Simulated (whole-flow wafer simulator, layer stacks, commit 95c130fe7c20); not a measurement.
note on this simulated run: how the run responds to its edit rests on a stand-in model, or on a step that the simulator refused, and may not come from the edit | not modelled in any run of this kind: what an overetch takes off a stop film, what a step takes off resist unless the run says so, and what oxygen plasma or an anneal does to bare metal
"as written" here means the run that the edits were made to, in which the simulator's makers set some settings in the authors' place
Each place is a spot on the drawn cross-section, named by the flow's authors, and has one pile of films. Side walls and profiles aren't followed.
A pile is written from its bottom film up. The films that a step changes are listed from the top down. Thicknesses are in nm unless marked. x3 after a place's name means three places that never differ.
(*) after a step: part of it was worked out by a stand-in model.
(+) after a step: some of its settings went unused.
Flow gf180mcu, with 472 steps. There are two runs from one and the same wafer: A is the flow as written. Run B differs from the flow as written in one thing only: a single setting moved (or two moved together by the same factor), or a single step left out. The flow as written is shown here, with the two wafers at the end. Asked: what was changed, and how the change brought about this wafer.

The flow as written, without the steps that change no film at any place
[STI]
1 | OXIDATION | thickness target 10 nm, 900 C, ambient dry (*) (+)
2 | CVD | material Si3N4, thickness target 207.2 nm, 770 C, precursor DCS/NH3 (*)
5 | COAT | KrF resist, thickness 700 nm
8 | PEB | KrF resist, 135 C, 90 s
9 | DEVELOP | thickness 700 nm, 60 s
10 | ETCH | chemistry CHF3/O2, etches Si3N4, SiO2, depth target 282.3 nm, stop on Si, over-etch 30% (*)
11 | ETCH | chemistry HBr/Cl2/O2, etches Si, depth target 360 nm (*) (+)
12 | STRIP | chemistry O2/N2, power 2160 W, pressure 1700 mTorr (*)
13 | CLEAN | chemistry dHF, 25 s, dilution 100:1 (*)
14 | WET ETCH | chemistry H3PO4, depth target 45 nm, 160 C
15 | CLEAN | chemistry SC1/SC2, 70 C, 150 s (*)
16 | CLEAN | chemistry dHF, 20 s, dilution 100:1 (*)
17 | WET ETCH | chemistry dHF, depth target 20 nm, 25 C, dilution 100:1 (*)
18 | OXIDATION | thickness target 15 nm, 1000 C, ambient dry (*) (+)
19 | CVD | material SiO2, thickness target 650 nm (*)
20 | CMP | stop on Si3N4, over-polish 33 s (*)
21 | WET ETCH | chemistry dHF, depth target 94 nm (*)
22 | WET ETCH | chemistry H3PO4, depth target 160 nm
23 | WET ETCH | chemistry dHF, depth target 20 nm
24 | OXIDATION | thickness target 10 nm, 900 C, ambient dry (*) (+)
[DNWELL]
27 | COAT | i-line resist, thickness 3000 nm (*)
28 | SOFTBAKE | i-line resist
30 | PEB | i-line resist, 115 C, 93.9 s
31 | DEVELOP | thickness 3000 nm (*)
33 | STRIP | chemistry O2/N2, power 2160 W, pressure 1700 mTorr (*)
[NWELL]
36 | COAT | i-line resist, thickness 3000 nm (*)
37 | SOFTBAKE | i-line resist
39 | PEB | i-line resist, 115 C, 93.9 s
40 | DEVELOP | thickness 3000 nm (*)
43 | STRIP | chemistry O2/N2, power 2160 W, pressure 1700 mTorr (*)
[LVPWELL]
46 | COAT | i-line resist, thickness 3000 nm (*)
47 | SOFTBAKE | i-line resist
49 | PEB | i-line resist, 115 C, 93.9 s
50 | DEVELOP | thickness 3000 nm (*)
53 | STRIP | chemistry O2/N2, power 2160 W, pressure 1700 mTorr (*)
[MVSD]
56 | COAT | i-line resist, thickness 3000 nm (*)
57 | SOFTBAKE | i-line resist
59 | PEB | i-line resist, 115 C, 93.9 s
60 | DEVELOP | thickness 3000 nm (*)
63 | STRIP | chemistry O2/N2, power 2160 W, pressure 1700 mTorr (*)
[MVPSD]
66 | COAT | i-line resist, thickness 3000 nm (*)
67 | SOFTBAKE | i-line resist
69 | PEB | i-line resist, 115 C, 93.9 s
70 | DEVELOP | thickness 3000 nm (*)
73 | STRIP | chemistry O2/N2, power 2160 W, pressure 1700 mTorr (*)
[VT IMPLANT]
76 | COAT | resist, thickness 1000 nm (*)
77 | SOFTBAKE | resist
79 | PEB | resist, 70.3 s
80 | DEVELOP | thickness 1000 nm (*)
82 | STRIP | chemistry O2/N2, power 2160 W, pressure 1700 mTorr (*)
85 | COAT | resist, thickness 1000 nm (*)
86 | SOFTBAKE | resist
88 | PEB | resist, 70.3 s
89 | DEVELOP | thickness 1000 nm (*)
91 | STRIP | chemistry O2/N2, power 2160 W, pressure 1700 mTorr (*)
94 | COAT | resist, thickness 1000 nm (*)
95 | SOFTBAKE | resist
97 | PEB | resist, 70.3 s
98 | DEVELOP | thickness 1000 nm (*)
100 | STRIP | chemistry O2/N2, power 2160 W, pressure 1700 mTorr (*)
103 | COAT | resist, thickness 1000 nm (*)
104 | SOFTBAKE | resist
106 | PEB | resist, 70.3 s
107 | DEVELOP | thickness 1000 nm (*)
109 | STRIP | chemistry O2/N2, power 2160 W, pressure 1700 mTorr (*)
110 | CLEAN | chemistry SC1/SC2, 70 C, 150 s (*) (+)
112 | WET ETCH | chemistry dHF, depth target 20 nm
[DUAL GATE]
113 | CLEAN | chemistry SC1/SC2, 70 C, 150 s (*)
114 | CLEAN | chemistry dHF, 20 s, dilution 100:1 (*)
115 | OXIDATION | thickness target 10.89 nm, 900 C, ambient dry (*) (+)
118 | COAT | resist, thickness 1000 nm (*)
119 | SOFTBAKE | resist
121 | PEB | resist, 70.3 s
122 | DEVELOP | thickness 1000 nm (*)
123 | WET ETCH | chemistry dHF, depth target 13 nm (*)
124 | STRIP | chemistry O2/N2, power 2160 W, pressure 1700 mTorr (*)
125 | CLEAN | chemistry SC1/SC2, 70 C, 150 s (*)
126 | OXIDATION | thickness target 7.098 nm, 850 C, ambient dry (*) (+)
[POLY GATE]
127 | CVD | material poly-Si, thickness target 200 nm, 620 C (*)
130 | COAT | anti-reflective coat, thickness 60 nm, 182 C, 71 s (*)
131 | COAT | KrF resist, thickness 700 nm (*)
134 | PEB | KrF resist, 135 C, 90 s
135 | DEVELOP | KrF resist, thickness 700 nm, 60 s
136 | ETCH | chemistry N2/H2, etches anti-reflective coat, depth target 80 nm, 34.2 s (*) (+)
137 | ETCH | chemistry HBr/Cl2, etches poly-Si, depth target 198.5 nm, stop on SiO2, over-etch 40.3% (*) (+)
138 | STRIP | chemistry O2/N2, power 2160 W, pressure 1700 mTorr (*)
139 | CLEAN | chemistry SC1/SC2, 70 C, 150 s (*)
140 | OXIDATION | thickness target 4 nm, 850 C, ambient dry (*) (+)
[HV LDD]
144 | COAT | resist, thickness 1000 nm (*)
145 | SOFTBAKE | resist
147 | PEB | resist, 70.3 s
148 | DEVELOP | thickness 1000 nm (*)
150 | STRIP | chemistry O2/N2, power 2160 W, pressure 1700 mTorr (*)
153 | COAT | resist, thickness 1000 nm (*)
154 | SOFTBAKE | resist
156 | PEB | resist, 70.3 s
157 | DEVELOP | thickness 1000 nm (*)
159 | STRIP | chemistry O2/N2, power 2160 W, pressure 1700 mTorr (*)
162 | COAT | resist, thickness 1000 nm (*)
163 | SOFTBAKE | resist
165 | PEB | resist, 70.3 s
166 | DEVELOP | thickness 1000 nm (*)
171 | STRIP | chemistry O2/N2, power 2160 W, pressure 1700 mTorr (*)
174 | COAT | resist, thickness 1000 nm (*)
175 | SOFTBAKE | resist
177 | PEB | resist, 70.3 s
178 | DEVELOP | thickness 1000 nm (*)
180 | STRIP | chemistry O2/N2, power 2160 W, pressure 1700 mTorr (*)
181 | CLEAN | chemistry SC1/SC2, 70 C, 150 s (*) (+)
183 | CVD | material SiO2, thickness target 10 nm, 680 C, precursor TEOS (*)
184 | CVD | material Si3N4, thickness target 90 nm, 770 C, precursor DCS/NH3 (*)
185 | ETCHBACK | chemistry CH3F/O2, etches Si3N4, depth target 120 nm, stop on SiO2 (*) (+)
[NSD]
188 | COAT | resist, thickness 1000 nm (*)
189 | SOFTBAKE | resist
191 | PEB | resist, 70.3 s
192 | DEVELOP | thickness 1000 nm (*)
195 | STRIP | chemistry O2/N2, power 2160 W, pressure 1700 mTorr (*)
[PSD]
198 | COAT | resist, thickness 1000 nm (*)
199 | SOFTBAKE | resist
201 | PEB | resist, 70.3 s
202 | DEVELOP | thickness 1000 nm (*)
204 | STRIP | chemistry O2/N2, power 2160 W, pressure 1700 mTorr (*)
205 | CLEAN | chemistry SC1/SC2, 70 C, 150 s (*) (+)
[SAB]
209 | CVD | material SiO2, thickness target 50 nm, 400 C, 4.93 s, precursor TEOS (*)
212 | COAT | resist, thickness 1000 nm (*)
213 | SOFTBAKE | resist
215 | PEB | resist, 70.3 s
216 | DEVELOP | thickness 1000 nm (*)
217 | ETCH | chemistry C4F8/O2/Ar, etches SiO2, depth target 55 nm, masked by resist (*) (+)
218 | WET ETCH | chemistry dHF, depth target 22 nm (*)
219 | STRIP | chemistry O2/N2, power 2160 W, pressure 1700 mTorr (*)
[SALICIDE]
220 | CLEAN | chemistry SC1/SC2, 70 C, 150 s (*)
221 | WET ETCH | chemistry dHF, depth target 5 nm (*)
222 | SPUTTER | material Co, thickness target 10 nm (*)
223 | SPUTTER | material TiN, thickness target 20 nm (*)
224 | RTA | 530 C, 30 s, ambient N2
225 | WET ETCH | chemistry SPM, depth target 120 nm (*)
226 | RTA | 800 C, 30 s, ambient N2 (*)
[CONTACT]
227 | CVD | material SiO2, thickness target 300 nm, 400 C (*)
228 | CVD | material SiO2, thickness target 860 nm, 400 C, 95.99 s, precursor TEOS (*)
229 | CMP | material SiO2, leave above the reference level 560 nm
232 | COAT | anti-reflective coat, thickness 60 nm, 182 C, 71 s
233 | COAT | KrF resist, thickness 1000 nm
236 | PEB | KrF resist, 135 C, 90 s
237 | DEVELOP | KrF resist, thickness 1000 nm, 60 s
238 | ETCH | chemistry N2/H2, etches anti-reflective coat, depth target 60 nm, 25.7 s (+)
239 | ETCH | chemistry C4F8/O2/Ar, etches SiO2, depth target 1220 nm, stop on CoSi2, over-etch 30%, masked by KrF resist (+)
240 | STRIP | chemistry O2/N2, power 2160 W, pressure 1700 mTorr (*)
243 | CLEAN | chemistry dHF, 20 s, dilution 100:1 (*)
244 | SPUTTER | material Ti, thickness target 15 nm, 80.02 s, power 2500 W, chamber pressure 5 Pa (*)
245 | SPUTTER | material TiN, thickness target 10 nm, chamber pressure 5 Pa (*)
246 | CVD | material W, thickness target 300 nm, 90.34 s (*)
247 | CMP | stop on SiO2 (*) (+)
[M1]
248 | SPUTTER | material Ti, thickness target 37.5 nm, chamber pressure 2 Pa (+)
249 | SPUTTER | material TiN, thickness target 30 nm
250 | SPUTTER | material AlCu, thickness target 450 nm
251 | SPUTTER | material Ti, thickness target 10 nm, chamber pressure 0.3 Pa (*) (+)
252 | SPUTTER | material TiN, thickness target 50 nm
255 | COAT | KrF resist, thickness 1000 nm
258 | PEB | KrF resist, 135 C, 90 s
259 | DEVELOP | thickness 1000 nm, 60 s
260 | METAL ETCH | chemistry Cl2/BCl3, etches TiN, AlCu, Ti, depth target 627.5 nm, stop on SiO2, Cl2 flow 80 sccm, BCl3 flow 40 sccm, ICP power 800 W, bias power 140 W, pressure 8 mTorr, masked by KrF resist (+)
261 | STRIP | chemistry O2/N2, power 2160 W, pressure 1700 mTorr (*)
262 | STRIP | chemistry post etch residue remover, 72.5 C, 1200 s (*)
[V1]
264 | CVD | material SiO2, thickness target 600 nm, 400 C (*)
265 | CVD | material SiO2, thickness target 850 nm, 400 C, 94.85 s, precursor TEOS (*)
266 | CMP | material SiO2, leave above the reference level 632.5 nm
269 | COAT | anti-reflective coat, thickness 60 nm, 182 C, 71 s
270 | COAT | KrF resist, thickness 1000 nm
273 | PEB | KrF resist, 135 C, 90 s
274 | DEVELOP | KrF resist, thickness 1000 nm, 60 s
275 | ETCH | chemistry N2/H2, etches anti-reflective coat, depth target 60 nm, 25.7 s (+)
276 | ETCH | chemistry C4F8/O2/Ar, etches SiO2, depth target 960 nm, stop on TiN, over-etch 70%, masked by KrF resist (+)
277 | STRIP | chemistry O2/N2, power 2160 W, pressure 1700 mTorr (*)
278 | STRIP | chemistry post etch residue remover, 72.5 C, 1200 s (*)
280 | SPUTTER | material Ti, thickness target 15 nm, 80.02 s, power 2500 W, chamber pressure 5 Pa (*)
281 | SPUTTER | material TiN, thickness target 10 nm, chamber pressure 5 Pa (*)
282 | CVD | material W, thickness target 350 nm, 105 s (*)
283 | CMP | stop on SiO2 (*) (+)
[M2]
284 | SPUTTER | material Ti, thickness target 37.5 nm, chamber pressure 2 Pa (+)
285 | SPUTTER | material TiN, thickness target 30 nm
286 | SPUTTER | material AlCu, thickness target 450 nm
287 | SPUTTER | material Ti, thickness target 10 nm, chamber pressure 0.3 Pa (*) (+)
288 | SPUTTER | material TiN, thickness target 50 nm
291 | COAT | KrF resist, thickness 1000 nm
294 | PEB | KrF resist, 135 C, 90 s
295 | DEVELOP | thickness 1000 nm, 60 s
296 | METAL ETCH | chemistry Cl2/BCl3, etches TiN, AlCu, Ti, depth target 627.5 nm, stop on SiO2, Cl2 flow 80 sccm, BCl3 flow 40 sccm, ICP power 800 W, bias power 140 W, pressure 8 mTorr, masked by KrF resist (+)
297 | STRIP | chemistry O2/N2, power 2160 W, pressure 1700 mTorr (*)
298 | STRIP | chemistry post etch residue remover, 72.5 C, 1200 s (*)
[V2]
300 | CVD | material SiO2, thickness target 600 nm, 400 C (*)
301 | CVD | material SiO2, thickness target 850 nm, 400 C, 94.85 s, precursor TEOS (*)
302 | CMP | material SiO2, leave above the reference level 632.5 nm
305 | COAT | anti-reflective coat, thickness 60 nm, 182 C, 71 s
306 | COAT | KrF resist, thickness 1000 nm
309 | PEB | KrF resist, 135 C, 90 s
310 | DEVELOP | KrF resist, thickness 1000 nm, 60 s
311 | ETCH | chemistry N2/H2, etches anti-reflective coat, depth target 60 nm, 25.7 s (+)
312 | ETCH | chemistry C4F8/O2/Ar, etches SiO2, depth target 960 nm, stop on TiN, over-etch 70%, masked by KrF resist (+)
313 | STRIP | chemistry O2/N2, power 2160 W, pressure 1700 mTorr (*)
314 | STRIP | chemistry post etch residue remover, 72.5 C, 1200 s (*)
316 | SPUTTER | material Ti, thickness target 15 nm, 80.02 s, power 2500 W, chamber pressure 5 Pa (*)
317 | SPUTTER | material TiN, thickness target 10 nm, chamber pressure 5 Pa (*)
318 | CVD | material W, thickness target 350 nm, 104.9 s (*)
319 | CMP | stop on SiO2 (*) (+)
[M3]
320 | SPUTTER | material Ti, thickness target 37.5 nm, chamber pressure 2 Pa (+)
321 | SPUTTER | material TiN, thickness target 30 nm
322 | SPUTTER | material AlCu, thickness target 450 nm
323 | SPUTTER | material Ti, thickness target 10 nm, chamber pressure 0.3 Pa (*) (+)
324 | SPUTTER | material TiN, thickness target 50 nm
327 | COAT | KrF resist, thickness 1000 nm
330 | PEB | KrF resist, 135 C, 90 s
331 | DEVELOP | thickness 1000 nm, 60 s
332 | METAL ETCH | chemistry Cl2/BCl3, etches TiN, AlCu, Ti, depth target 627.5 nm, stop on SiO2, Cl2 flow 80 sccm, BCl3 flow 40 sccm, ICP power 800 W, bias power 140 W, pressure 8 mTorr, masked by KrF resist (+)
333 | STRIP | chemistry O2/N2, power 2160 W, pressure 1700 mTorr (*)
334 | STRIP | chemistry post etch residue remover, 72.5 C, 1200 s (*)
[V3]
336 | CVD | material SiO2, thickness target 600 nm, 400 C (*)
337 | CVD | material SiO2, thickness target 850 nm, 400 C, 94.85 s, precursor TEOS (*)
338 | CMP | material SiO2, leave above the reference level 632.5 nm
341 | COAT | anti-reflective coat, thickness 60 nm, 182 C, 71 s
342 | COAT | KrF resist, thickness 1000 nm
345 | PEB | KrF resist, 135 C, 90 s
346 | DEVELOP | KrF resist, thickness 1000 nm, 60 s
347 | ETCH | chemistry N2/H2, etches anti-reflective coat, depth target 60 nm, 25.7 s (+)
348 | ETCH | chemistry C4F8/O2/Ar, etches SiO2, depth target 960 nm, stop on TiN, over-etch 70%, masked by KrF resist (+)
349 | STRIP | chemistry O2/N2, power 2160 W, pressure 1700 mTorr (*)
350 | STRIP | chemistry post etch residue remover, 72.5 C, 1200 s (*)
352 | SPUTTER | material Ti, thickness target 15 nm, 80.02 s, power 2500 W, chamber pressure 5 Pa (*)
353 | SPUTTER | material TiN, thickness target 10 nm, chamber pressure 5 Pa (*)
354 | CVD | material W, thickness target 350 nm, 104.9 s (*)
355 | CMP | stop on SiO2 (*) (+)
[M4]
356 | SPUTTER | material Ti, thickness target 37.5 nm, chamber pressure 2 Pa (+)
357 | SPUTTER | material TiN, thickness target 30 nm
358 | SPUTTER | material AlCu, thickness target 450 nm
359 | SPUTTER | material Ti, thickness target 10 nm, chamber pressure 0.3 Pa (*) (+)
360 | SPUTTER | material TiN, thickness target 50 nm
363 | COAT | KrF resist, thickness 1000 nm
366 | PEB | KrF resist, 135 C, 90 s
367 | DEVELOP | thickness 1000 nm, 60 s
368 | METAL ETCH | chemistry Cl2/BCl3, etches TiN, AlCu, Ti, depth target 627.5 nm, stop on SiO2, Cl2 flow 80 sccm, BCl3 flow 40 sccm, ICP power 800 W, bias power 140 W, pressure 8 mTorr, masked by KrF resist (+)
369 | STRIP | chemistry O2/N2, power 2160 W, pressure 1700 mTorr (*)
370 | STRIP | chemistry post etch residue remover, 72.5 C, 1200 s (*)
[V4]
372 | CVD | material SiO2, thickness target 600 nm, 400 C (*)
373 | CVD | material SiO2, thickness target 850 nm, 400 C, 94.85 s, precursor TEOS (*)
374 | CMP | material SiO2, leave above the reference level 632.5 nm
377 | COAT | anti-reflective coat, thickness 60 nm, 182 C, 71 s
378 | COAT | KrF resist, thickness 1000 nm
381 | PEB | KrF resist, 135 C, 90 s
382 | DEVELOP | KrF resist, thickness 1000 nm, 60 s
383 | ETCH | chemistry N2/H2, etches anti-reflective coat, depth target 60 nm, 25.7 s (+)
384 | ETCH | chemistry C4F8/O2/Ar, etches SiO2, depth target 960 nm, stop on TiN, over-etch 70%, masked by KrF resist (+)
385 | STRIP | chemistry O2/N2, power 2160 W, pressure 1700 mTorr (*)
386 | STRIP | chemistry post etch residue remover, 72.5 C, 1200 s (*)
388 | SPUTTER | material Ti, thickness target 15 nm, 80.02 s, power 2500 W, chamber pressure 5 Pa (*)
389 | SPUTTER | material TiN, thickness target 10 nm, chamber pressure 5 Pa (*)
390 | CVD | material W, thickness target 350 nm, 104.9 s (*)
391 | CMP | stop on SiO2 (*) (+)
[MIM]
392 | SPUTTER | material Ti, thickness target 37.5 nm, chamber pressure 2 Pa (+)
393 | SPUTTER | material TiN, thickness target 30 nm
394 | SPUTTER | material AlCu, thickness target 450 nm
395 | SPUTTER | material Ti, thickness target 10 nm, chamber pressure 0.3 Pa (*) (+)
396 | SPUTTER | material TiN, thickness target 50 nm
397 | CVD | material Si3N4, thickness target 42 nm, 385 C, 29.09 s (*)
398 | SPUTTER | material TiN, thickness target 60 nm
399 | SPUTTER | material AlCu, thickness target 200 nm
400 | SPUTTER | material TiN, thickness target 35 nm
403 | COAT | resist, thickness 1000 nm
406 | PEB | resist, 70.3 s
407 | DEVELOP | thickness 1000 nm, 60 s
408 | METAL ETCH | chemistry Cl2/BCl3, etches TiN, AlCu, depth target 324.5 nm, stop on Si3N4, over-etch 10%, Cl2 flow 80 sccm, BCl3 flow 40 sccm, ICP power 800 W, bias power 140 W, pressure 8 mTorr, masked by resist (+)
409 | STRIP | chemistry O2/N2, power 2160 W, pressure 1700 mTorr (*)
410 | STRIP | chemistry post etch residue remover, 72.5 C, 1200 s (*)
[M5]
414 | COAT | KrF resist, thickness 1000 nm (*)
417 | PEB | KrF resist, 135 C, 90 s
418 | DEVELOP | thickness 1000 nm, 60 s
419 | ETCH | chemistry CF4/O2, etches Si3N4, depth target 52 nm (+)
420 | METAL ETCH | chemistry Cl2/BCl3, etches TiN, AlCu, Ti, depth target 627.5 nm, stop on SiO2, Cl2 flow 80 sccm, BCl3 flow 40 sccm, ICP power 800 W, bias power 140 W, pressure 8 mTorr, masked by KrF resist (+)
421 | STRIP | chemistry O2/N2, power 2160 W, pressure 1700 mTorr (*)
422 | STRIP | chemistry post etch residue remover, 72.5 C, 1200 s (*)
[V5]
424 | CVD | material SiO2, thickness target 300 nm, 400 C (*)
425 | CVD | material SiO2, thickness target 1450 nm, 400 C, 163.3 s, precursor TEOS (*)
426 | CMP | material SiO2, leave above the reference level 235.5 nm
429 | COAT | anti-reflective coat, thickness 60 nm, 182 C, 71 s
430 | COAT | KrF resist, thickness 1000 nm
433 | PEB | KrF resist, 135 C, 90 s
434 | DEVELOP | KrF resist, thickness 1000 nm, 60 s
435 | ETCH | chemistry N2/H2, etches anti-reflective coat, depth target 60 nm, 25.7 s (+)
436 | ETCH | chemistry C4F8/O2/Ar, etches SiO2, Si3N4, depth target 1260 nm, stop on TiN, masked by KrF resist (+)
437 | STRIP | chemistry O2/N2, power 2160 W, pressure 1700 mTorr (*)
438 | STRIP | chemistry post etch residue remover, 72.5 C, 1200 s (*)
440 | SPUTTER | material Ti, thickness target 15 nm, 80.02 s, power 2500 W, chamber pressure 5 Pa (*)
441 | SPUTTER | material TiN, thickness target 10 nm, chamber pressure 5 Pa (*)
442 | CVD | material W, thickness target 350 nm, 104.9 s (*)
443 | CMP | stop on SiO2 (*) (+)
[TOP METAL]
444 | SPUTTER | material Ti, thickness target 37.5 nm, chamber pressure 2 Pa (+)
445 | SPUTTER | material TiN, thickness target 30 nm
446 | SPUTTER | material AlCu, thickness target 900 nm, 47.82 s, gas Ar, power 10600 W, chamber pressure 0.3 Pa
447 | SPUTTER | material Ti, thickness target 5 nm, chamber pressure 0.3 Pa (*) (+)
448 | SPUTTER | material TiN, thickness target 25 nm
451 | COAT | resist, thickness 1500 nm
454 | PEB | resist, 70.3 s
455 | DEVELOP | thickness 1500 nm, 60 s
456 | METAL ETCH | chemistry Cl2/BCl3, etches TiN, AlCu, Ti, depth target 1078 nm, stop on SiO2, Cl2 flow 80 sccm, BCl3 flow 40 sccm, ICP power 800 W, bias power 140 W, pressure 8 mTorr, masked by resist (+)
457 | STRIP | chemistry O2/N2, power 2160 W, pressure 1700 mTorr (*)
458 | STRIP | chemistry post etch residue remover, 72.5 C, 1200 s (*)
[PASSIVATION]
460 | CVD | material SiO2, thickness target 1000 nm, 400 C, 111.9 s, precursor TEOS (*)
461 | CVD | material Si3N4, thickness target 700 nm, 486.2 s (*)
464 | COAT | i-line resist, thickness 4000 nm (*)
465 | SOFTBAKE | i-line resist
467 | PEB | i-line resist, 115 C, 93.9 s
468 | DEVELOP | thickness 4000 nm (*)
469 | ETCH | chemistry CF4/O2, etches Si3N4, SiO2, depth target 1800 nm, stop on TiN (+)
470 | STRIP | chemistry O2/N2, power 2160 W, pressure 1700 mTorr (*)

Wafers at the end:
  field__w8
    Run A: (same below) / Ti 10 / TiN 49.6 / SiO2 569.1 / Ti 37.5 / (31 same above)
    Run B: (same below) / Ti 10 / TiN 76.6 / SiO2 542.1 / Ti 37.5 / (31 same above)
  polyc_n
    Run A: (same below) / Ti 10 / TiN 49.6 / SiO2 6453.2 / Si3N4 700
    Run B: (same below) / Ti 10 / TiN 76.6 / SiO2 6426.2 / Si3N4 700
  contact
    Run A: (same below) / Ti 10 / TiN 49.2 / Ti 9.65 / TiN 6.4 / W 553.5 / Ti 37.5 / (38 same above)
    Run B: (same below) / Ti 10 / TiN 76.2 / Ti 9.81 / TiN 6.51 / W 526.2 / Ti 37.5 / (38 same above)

Cause: step 252, SPUTTER: thickness target 77 nm was run, though the flow has thickness target 50 nm.

How this came from the change, step by step:
  252 | SPUTTER | material TiN, thickness target 50 nm
      field, field__w1, field__w2 and 108 more: A +50 TiN (new film) | B +77 TiN (new film)
  260 | METAL ETCH | chemistry Cl2/BCl3, etches TiN, AlCu, Ti, depth target 627.5 nm, stop on SiO2, Cl2 flow 80 sccm, BCl3 flow 40 sccm, ICP power 800 W, bias power 140 W, pressure 8 mTorr, masked by KrF resist (+)
      field, field__w1, field__w2 and 99 more: A -50 TiN (all of it), -10 Ti (all of it), -450 AlCu (all of it), -30 TiN (all of it), -37.5 Ti (all of it) | B -77 TiN (all of it), -10 Ti (all of it), -450 AlCu (all of it), -30 TiN (all of it), -37.5 Ti (all of it)
  266 | CMP | material SiO2, leave above the reference level 632.5 nm
      field__w8, contact, m1 and 6 more: A -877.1 SiO2 | B -904.1 SiO2
  276 | ETCH | chemistry C4F8/O2/Ar, etches SiO2, depth target 960 nm, stop on TiN, over-etch 70%, masked by KrF resist (+)
      field, field__w1, field__w2 and 107 more: A -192 KrF resist | B -185.5 KrF resist
      contact: A -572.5 SiO2 (all of it) | B -545.5 SiO2 (all of it)
  282 | CVD | material W, thickness target 350 nm, 105 s (*)
      contact: A +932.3 W (new film) | B +905 W (new film)
